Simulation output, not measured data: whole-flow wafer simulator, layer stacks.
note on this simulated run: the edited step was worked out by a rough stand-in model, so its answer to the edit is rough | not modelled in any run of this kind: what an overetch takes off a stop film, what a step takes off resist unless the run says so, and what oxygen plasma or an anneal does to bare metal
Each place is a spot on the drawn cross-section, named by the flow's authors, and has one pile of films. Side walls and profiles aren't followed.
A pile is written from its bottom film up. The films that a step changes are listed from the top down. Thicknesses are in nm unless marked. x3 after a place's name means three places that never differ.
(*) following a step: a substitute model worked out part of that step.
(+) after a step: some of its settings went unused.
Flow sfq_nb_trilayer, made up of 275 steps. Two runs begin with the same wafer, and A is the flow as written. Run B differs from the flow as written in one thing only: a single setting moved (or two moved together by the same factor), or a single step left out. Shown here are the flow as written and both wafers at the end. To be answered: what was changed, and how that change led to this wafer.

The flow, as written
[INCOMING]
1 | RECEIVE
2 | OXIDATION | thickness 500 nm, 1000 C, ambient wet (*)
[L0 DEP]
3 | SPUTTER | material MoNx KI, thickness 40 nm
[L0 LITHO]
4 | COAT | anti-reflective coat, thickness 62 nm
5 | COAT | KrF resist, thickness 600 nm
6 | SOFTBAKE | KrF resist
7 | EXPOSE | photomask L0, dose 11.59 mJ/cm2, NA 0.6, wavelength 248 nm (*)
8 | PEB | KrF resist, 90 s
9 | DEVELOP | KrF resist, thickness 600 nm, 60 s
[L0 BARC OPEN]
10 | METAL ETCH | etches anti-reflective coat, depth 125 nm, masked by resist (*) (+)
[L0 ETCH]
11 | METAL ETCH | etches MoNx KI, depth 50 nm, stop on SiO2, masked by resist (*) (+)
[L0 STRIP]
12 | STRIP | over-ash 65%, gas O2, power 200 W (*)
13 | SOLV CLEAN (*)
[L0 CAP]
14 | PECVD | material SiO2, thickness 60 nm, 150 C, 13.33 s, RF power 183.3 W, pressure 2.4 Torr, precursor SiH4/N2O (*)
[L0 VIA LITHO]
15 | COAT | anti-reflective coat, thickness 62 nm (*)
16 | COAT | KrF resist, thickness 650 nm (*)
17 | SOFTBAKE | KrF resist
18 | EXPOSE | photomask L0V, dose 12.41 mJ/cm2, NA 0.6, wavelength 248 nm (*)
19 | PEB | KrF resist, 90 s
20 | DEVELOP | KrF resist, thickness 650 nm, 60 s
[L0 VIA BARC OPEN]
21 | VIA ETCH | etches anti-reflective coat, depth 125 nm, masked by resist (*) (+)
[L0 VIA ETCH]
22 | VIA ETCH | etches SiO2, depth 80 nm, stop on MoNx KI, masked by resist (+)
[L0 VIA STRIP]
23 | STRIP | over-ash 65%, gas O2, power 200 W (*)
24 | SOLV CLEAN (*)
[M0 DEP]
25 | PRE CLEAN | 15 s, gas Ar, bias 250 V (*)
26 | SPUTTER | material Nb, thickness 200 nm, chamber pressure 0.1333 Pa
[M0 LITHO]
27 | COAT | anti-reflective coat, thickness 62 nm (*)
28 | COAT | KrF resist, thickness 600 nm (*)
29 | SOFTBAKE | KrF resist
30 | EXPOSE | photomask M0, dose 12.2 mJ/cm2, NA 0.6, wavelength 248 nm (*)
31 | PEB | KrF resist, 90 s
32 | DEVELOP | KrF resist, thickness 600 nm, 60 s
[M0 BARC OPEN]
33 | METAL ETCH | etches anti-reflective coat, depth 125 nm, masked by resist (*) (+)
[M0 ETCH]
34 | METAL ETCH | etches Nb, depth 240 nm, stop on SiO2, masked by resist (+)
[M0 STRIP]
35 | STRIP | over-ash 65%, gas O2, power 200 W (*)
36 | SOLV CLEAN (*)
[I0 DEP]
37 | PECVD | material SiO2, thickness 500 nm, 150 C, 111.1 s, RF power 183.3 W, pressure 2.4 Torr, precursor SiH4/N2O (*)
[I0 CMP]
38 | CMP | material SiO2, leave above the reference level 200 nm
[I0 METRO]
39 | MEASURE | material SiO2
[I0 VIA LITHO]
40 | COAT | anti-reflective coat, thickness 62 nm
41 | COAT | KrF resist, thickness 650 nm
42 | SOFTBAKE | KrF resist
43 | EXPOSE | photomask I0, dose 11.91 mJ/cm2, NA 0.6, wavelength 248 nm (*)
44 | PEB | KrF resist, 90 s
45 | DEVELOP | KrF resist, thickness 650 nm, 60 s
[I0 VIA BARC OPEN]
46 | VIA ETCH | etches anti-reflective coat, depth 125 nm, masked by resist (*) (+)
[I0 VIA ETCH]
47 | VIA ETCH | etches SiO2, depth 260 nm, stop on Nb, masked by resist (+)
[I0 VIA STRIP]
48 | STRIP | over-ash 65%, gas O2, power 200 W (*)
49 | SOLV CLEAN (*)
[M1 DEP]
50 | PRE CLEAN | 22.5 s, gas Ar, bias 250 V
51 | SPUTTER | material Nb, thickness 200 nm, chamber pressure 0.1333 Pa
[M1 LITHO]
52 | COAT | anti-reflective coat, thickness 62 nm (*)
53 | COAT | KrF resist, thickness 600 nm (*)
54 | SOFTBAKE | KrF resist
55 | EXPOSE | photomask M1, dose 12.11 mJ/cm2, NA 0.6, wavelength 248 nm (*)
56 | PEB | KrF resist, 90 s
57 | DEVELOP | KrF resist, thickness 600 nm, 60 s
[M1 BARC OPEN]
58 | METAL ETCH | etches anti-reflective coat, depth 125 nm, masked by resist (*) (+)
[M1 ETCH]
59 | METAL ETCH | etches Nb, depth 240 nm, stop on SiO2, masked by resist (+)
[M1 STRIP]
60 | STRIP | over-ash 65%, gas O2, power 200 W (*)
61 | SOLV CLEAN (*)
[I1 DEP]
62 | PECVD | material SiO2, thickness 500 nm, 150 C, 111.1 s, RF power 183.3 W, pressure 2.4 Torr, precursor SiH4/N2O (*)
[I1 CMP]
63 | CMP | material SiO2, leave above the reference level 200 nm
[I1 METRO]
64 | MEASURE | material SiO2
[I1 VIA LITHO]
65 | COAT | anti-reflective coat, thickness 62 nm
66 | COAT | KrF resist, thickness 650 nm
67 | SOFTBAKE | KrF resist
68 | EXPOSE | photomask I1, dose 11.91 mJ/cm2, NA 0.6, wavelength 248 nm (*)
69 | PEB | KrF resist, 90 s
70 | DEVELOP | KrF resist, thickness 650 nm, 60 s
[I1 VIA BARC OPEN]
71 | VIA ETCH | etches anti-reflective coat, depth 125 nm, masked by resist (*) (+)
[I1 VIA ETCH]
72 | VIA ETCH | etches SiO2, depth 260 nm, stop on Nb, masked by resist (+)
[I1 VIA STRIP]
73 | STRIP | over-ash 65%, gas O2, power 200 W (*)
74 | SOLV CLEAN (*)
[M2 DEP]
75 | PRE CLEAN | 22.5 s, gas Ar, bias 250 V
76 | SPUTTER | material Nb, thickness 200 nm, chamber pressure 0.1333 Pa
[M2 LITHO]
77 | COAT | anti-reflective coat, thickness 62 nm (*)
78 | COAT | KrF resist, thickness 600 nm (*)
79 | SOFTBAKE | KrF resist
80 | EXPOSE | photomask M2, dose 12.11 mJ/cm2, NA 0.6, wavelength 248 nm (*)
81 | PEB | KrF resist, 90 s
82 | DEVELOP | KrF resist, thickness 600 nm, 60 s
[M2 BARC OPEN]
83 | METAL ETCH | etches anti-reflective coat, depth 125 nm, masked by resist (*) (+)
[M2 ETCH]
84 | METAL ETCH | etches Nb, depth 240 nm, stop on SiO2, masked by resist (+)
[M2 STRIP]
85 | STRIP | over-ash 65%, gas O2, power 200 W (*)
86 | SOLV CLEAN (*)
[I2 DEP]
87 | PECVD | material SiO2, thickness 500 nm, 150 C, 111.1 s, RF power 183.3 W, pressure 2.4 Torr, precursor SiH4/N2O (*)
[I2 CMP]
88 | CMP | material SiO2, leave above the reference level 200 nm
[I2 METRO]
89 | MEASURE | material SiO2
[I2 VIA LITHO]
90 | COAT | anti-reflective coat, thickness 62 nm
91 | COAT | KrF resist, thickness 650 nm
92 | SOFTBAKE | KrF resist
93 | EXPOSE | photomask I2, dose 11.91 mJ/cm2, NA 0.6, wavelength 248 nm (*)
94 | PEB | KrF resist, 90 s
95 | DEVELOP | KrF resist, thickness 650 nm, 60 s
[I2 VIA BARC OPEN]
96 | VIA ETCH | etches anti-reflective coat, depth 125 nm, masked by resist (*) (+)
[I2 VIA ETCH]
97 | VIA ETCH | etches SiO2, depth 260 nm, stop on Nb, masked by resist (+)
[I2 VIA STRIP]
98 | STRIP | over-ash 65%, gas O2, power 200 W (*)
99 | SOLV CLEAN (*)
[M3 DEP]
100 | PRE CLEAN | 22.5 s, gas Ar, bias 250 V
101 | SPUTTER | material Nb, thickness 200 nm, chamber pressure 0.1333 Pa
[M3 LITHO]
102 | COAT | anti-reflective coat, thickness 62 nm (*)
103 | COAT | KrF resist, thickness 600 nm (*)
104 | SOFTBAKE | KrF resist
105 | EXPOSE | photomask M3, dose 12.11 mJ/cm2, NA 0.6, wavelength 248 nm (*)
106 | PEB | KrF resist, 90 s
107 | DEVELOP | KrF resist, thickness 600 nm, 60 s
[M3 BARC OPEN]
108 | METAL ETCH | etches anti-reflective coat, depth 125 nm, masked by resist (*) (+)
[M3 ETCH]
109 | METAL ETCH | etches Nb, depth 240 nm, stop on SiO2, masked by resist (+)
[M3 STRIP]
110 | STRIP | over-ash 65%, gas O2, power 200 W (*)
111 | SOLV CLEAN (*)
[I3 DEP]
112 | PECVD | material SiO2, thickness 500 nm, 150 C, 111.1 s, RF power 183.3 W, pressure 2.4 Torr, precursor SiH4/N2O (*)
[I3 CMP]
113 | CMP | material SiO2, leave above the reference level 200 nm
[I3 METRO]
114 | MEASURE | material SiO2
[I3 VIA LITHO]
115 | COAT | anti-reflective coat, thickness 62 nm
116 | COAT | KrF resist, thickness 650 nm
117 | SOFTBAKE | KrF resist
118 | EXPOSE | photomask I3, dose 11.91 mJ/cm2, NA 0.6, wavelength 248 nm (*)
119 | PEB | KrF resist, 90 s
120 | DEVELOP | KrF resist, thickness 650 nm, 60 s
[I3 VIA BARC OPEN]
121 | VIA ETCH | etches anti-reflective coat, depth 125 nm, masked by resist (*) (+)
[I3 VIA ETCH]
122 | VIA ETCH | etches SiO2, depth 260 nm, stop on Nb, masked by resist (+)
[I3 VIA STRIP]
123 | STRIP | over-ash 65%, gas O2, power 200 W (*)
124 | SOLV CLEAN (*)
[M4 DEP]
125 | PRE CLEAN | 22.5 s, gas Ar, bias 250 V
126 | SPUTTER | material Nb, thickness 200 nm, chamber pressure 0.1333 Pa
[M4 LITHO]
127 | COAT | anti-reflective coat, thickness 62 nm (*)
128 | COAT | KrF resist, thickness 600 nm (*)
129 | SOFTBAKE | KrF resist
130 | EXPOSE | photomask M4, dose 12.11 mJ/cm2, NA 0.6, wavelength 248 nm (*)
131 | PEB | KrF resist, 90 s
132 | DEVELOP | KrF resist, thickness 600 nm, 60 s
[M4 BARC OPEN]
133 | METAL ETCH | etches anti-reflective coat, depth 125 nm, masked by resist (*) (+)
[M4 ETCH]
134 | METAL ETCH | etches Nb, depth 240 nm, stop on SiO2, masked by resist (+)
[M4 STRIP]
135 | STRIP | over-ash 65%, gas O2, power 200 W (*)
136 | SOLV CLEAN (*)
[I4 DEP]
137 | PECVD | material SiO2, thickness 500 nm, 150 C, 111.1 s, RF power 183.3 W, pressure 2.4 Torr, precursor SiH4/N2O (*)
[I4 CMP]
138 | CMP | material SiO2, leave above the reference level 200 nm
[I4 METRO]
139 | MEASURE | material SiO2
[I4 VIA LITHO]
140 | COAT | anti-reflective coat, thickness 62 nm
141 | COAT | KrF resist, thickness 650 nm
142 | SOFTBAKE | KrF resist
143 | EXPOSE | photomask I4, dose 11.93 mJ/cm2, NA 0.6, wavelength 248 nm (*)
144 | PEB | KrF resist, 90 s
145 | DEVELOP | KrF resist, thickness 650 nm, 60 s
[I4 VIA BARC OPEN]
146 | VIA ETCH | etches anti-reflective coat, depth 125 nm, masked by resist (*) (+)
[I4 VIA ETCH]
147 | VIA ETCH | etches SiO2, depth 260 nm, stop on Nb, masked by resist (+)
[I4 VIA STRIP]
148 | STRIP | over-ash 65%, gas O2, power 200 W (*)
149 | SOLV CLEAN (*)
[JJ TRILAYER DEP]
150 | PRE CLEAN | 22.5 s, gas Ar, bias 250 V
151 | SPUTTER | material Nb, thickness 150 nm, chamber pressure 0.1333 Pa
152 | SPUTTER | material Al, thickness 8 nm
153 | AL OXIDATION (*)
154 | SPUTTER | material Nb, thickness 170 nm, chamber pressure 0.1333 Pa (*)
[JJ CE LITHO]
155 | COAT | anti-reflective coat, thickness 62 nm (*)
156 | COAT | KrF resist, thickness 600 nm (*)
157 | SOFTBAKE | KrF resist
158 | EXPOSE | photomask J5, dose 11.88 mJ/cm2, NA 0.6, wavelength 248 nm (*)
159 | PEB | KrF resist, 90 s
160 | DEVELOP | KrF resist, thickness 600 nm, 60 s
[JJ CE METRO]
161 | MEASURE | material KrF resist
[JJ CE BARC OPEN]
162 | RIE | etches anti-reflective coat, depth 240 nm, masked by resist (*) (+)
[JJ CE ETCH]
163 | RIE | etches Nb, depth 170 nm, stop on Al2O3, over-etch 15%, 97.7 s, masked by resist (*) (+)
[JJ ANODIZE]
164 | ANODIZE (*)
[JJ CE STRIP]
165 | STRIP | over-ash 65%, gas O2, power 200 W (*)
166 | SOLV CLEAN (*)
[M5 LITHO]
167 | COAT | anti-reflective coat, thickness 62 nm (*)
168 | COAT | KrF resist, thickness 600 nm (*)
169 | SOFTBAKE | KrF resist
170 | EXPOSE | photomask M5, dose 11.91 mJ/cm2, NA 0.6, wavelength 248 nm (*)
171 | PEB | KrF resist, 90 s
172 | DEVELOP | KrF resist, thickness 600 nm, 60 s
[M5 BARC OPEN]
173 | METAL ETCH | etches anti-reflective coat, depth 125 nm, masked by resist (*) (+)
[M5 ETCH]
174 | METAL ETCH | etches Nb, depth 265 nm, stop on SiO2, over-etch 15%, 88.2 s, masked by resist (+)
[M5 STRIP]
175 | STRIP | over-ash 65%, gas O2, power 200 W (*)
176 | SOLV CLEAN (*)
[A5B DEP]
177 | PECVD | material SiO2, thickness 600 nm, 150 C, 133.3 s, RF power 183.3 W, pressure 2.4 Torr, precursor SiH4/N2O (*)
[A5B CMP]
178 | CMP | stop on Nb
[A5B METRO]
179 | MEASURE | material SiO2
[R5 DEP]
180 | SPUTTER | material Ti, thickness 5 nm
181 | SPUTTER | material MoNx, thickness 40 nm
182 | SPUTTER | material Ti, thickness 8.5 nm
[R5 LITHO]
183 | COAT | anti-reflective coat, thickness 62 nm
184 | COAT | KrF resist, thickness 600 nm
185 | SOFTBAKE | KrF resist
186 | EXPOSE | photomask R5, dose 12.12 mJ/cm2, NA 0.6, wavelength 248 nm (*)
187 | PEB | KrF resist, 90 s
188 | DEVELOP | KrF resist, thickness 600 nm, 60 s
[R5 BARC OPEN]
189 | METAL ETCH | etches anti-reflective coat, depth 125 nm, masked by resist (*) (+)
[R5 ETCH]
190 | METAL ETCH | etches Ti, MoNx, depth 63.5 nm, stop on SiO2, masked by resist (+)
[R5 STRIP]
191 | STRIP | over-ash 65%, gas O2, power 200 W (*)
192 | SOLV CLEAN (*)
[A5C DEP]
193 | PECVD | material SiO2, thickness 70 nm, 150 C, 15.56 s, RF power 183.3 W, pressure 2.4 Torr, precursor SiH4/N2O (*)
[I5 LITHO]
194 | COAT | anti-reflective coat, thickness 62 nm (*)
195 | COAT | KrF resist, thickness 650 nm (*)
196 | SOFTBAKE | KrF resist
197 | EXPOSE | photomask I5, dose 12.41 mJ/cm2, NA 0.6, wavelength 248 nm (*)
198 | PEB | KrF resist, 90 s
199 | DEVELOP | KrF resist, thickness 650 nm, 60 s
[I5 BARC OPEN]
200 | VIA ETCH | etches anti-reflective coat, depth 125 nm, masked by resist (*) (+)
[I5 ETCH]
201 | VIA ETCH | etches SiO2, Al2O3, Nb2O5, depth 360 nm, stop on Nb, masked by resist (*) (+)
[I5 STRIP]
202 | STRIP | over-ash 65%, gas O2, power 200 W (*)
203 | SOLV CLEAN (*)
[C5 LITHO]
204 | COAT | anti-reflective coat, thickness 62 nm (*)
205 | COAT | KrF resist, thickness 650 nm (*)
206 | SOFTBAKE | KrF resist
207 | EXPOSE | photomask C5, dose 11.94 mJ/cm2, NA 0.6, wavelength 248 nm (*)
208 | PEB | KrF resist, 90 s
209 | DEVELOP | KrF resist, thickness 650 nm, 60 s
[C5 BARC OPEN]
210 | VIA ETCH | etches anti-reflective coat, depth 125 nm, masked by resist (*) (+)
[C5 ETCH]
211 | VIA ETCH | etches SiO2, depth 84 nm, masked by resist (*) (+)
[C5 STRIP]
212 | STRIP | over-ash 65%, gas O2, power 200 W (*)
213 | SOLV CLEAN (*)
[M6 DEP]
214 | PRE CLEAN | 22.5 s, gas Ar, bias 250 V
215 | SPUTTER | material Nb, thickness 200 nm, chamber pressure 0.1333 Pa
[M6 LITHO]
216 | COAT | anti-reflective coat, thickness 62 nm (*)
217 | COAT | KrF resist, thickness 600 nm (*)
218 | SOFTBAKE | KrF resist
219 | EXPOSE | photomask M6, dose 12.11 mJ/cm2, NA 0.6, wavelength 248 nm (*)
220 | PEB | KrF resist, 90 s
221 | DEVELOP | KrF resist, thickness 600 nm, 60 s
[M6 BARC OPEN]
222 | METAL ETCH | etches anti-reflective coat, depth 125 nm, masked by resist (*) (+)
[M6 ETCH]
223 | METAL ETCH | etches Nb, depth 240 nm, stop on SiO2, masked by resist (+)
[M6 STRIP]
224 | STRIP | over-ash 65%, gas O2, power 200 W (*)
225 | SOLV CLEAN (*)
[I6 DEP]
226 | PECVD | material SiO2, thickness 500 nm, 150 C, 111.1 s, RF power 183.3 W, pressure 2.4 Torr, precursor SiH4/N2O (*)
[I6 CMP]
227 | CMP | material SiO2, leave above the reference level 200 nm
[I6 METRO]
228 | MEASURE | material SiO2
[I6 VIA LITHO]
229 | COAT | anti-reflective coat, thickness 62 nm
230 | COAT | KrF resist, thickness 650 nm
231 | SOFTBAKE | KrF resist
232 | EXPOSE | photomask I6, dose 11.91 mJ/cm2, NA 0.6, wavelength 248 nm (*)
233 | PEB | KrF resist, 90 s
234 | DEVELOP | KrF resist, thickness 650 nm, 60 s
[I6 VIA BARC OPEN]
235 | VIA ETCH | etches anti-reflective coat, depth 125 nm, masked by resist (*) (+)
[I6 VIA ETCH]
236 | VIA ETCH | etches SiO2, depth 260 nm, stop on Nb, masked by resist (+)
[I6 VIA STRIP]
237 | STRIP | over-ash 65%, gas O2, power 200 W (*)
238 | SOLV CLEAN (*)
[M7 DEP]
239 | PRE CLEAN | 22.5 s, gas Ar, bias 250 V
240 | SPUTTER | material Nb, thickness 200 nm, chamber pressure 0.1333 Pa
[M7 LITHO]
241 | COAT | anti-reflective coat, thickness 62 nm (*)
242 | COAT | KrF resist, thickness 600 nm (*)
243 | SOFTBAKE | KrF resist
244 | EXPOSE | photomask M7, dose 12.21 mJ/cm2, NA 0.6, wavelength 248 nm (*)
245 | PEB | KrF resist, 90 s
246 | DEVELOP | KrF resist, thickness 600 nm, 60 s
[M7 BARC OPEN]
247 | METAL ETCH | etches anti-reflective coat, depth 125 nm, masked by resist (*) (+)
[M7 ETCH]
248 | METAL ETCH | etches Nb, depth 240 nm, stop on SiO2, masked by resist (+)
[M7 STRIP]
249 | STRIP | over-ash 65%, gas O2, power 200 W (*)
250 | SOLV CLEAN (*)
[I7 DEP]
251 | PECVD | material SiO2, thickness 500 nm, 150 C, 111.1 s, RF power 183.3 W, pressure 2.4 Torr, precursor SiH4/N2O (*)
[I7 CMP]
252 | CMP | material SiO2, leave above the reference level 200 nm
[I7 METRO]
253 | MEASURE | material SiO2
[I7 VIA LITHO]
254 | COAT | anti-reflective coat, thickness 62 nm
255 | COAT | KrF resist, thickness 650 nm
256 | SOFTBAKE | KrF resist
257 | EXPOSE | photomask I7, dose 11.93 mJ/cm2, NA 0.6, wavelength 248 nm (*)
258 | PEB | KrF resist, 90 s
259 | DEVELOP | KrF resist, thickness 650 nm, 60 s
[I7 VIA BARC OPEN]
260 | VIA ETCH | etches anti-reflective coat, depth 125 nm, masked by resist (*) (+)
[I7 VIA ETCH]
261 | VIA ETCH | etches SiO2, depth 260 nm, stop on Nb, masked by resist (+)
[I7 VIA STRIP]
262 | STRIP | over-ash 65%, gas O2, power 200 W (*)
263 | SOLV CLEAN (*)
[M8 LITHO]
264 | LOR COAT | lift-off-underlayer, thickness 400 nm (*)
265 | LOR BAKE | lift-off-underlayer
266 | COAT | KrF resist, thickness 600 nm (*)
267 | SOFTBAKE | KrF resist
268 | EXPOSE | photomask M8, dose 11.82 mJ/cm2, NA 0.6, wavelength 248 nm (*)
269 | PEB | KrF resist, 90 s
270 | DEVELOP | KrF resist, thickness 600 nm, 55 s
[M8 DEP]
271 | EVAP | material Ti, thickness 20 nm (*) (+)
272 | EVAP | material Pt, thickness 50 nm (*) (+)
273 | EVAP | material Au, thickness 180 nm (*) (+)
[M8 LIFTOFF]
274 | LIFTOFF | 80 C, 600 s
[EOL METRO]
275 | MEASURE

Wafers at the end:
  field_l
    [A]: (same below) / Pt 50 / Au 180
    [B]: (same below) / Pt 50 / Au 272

Cause: step 273, EVAP: thickness 272 nm was run, whereas the flow has thickness 180 nm.
The wafer itself shows it: field_l has Au 272, and step 273 as written asks for 180 nm.

How this came from the change, step by step:
  273 | EVAP | material Au, thickness 180 nm (*) (+)
      field_l, v_sur, via_wl and 103 more: A +180 Au (new film) | B +272 Au (new film)
  274 | LIFTOFF | 80 C, 600 s
      p4_fl, p4_fm, p4_w1 and 71 more: A -180 Au (all of it), -50 Pt (all of it), -20 Ti (all of it), -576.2 KrF resist (all of it), -400 lift-off-underlayer (all of it) | B -272 Au (all of it), -50 Pt (all of it), -20 Ti (all of it), -576.2 KrF resist (all of it), -400 lift-off-underlayer (all of it)
      c5j, ce_r: A -180 Au (all of it), -50 Pt (all of it), -20 Ti (all of it), -573.3 KrF resist (all of it), -399.3 lift-off-underlayer (all of it) | B -272 Au (all of it), -50 Pt (all of it), -20 Ti (all of it), -573.3 KrF resist (all of it), -399.3 lift-off-underlayer (all of it)
      (also at 19 further places)
